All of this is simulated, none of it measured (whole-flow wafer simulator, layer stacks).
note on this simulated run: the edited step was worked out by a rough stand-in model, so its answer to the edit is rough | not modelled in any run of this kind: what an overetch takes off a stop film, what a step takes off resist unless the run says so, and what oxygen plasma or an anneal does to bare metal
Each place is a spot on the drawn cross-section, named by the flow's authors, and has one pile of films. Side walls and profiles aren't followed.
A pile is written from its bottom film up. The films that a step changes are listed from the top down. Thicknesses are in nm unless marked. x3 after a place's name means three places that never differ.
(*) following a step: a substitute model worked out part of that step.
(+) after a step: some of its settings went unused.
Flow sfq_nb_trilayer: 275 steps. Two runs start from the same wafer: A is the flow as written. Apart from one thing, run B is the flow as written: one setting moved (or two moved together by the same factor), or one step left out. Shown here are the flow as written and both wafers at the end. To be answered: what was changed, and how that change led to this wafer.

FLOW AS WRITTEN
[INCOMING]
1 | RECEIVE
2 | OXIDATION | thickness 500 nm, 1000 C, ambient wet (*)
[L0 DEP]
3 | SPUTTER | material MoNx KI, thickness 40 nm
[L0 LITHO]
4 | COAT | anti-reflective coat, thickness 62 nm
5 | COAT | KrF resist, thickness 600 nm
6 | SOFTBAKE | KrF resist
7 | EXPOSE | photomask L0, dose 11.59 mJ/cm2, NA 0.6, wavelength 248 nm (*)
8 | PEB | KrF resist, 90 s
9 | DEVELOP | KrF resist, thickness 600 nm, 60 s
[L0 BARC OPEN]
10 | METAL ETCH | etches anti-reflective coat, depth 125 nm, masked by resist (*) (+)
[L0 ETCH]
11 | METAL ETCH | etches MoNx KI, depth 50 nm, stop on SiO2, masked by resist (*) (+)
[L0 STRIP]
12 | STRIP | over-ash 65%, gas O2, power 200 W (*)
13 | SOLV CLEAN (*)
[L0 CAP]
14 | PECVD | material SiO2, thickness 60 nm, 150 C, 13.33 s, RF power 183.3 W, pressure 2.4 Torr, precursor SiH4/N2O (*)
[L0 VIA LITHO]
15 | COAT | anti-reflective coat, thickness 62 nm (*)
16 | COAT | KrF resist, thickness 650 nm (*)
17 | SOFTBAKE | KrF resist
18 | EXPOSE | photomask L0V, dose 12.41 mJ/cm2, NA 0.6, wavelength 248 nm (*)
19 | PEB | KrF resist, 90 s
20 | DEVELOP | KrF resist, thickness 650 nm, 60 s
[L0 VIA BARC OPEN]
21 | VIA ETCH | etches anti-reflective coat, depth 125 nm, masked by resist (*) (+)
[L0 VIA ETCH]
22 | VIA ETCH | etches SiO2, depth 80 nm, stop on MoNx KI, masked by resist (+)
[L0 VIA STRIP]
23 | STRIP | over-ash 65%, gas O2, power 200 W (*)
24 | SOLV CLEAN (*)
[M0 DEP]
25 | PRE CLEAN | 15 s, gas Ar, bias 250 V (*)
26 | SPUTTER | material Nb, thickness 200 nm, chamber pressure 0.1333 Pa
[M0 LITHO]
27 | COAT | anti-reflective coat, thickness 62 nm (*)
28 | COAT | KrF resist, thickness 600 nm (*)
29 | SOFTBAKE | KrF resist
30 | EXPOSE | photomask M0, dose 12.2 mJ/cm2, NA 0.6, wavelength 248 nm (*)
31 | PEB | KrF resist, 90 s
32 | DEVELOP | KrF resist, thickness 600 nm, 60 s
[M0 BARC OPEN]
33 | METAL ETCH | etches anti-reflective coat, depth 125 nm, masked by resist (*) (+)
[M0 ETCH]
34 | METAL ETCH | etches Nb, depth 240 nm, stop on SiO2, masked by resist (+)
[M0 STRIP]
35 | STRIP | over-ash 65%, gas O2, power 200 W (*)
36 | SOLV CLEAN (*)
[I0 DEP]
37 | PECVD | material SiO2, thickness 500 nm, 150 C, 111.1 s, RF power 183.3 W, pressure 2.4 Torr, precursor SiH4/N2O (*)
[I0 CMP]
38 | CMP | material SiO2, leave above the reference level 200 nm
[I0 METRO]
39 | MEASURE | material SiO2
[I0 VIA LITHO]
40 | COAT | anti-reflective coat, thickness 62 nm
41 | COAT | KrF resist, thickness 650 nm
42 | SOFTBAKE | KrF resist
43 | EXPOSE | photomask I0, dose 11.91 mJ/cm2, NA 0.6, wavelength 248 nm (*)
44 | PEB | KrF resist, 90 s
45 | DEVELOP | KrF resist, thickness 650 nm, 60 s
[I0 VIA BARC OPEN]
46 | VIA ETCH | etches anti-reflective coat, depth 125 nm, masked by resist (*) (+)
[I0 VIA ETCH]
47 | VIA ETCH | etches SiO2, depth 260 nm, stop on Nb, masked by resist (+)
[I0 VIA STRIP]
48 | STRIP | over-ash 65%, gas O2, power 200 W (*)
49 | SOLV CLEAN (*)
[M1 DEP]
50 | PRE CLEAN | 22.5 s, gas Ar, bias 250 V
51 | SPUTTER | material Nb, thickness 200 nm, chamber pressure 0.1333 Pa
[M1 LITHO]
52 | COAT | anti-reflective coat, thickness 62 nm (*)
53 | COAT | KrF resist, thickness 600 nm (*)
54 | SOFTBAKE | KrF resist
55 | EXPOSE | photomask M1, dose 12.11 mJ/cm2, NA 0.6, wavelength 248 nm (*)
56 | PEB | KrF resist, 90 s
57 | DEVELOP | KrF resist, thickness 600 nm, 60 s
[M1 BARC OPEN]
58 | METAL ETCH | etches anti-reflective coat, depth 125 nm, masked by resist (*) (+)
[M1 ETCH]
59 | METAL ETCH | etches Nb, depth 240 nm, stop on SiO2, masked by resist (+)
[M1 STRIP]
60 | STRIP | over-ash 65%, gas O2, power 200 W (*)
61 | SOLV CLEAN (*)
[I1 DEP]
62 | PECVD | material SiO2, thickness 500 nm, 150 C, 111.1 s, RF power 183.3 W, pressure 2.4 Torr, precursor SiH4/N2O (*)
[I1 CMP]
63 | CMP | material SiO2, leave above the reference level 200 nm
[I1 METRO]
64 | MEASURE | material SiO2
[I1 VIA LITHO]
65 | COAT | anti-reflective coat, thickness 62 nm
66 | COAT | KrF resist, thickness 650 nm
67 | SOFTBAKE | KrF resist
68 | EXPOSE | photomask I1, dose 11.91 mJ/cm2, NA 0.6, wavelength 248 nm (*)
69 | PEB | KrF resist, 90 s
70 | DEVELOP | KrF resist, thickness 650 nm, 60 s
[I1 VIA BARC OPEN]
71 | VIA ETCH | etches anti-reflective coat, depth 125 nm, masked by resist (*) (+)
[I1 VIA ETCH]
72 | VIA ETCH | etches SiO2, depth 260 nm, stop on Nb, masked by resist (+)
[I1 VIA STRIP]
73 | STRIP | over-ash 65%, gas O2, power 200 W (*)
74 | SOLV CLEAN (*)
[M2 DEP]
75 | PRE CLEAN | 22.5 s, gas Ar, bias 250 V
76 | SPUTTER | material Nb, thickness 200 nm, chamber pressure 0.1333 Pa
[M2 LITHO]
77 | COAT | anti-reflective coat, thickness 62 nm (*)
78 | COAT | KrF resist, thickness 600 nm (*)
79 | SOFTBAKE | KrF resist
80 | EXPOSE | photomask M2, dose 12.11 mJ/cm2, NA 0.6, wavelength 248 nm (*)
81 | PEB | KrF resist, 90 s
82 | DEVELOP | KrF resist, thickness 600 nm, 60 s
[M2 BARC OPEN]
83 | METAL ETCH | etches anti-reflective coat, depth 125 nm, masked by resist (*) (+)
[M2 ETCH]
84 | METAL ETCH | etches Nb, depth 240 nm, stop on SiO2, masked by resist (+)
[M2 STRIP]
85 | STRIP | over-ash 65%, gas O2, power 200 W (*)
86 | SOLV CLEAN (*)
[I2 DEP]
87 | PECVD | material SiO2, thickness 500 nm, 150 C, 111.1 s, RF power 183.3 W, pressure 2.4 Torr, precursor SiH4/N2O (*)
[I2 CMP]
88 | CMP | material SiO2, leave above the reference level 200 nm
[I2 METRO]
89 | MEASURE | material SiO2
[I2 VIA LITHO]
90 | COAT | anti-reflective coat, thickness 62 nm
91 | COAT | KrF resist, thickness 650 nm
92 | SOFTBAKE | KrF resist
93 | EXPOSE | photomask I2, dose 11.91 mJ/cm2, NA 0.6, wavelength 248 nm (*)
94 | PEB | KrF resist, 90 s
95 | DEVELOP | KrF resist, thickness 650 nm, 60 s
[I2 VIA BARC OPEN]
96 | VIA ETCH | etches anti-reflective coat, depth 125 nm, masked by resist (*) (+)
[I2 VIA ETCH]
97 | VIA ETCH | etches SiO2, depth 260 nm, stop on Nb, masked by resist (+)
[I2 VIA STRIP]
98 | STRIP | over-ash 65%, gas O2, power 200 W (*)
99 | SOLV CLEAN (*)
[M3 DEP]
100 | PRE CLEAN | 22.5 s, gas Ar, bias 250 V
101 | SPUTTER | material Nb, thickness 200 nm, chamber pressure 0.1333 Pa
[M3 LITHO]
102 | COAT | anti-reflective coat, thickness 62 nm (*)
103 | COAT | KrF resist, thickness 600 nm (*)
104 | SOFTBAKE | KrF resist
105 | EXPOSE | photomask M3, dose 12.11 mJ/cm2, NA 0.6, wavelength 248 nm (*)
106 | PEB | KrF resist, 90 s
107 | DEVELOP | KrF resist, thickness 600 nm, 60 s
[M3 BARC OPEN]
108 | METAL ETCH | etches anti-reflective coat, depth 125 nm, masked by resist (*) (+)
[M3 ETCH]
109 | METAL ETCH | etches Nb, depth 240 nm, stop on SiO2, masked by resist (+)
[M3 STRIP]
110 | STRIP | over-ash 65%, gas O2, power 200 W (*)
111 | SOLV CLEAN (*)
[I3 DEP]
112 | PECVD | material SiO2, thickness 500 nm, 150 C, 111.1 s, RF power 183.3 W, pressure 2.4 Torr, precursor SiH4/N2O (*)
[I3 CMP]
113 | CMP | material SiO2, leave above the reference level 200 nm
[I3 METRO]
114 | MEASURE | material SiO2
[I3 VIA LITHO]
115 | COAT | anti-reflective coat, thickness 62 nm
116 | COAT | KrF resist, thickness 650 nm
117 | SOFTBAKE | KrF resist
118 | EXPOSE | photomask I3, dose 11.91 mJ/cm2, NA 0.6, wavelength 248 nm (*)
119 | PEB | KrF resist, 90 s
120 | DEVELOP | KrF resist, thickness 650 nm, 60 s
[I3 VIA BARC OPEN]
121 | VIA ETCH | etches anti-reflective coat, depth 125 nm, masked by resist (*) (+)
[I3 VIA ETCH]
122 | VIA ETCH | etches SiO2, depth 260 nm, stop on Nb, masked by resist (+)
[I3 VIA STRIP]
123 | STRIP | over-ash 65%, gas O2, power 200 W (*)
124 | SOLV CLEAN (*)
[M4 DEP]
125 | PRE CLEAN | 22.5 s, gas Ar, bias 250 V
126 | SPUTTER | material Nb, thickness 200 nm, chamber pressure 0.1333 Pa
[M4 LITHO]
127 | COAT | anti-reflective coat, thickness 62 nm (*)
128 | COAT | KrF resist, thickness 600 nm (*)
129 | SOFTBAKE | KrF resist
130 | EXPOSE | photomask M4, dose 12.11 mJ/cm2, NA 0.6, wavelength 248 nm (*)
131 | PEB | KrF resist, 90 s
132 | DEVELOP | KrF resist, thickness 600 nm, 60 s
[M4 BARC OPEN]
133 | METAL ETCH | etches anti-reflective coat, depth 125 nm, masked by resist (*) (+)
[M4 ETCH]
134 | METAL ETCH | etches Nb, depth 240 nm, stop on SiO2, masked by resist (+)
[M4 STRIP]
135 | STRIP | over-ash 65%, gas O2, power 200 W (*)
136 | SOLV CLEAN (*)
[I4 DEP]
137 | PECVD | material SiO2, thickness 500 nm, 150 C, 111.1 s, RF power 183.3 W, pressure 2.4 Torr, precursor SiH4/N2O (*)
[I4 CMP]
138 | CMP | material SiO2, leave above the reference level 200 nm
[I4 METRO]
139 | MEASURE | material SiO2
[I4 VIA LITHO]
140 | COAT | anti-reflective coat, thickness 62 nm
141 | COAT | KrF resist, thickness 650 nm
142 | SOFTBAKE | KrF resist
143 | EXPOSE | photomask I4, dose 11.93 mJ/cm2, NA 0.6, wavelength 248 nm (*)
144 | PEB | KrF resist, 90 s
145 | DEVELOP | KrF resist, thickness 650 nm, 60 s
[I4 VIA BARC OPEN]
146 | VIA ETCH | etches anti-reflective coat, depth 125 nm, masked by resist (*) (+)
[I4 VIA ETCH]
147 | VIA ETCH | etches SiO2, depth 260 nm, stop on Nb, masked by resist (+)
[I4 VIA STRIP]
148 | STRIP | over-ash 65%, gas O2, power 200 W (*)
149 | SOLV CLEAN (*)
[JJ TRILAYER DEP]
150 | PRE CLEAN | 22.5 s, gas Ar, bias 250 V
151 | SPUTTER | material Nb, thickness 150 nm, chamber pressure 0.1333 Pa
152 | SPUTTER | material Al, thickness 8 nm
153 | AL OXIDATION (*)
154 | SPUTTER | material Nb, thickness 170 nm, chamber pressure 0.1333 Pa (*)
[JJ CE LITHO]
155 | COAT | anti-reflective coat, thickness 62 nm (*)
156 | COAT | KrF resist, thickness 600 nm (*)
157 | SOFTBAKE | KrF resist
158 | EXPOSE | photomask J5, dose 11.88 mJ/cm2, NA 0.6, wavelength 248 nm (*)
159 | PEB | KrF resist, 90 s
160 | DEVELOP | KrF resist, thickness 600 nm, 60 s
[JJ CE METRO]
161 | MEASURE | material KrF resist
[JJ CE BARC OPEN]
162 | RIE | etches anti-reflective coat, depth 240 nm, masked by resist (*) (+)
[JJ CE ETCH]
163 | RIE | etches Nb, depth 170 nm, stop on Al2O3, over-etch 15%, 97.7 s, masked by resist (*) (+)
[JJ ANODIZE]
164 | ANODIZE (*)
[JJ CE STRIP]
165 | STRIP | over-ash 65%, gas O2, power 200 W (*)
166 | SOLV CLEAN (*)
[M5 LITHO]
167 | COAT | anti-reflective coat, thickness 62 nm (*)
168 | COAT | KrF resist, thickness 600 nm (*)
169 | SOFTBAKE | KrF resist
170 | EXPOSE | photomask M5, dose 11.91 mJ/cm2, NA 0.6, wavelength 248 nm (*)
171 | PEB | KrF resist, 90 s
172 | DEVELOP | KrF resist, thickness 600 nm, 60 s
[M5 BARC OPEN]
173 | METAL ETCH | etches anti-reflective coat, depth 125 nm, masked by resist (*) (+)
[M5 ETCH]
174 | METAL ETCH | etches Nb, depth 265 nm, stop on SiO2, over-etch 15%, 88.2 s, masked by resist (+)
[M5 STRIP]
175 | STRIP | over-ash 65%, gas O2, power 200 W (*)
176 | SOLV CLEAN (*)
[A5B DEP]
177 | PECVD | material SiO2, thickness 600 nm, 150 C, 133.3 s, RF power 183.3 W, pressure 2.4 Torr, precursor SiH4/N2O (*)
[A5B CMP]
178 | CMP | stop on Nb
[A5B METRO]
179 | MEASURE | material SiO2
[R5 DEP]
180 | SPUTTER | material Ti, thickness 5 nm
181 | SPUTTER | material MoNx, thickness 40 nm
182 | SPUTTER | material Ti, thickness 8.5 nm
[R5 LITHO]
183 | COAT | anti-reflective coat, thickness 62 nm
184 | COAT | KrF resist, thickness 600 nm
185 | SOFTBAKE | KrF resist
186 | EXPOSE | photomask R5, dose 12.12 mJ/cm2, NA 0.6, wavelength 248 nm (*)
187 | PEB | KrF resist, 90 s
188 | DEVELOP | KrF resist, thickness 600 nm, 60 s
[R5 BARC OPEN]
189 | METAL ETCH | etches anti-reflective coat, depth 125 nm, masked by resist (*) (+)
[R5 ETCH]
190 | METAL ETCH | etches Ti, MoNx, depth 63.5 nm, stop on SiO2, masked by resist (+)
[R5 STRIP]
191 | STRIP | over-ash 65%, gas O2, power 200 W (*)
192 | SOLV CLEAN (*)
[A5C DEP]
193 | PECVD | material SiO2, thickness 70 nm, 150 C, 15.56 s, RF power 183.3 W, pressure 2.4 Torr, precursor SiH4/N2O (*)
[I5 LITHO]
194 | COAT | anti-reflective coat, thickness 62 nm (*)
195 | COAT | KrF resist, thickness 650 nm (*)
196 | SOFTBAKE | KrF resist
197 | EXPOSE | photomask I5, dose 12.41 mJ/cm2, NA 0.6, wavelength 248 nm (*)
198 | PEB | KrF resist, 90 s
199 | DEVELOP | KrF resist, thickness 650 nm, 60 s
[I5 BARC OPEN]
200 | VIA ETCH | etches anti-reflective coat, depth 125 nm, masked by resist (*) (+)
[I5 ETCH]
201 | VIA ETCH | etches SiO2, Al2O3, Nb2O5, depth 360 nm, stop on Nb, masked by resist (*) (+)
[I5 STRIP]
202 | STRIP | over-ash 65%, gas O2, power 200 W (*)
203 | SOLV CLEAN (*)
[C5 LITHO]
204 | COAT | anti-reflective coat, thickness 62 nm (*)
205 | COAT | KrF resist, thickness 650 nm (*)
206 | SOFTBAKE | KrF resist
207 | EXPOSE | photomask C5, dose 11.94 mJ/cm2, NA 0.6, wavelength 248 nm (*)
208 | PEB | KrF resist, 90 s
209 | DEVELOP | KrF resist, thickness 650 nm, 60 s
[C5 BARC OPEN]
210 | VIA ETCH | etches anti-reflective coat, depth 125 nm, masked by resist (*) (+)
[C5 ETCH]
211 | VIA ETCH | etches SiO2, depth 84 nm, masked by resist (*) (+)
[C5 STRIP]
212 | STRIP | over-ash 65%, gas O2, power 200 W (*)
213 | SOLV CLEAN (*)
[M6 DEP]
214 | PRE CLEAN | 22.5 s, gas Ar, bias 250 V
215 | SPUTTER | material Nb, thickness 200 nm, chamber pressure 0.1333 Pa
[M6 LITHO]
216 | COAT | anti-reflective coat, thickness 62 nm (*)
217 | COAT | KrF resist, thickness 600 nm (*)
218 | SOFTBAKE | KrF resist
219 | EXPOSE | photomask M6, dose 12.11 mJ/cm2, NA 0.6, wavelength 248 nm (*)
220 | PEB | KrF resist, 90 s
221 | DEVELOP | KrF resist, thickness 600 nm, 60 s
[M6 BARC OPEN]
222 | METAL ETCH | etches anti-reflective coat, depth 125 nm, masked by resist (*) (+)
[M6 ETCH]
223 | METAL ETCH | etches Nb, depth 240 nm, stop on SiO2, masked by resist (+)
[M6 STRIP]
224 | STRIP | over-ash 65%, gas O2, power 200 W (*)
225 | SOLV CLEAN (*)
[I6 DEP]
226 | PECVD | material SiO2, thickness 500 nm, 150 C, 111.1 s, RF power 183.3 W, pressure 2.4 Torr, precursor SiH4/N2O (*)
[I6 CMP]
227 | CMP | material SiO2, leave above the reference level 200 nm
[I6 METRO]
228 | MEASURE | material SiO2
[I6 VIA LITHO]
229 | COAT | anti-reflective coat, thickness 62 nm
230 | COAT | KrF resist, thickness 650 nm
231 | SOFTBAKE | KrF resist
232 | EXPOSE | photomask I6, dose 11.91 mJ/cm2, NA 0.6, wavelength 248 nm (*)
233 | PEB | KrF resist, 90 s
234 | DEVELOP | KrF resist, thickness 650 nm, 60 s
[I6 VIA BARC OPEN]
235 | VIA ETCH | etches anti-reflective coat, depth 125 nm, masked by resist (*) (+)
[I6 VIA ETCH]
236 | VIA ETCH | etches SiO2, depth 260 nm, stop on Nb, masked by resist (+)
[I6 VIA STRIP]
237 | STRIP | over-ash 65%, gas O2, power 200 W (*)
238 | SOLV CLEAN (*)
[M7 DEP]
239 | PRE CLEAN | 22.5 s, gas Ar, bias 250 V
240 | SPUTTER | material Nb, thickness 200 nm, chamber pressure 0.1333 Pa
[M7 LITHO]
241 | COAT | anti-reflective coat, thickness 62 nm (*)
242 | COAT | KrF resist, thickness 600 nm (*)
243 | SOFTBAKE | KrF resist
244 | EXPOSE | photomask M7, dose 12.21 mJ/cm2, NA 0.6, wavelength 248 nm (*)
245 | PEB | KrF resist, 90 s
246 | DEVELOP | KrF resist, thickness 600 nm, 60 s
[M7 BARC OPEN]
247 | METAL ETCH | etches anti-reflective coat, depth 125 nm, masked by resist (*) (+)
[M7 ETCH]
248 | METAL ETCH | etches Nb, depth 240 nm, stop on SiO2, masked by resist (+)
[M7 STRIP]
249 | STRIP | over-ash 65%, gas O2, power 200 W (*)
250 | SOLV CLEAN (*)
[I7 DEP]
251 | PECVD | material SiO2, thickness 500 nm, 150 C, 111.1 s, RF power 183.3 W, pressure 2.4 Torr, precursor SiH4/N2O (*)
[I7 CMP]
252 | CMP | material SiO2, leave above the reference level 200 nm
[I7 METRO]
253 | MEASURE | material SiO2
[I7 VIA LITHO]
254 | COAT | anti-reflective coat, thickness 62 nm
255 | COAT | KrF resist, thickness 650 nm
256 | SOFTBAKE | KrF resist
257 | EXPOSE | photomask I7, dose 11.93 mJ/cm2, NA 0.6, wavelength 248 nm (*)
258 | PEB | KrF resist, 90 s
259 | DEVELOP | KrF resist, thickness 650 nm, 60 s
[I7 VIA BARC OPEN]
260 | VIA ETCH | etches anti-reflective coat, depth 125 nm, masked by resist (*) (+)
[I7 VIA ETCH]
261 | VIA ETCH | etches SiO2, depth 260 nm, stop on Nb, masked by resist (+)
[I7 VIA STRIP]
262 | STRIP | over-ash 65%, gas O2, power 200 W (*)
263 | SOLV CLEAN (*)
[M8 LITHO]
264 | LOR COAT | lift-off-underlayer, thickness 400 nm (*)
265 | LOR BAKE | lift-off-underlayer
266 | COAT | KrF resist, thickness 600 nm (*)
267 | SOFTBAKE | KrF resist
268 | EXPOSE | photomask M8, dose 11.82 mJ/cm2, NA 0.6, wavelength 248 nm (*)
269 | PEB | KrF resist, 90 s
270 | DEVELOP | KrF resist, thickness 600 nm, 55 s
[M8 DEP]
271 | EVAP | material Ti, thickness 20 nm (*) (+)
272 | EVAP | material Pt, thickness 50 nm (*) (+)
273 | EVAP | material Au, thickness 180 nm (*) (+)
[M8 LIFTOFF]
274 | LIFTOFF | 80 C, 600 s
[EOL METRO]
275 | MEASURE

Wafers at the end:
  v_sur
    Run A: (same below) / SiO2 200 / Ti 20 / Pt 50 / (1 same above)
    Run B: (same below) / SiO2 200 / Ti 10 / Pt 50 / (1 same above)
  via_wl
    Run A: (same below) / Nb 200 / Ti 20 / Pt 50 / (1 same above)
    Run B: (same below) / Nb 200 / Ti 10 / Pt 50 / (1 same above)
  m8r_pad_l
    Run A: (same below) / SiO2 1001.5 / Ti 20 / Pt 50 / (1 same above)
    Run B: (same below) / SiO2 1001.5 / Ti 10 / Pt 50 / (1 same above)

What caused this: step 271, EVAP: thickness 10 nm was run, while the flow as written has thickness 20 nm.
One can read it off the wafer: v_sur has Ti 10, and step 271 as written asks for 20 nm.

Step by step, how the change led to this:
  271 | EVAP | material Ti, thickness 20 nm (*) (+)
      field_l, v_sur, via_wl and 103 more: A +20 Ti (new film) | B +10 Ti (new film)
  274 | LIFTOFF | 80 C, 600 s
      p4_fl, p4_fm, p4_w1 and 71 more: A -180 Au (all of it), -50 Pt (all of it), -20 Ti (all of it), -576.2 KrF resist (all of it), -400 lift-off-underlayer (all of it) | B -180 Au (all of it), -50 Pt (all of it), -10 Ti (all of it), -576.2 KrF resist (all of it), -400 lift-off-underlayer (all of it)
      c5j, ce_r: A -180 Au (all of it), -50 Pt (all of it), -20 Ti (all of it), -573.3 KrF resist (all of it), -399.3 lift-off-underlayer (all of it) | B -180 Au (all of it), -50 Pt (all of it), -10 Ti (all of it), -573.3 KrF resist (all of it), -399.3 lift-off-underlayer (all of it)
      (as well as at 19 more places)
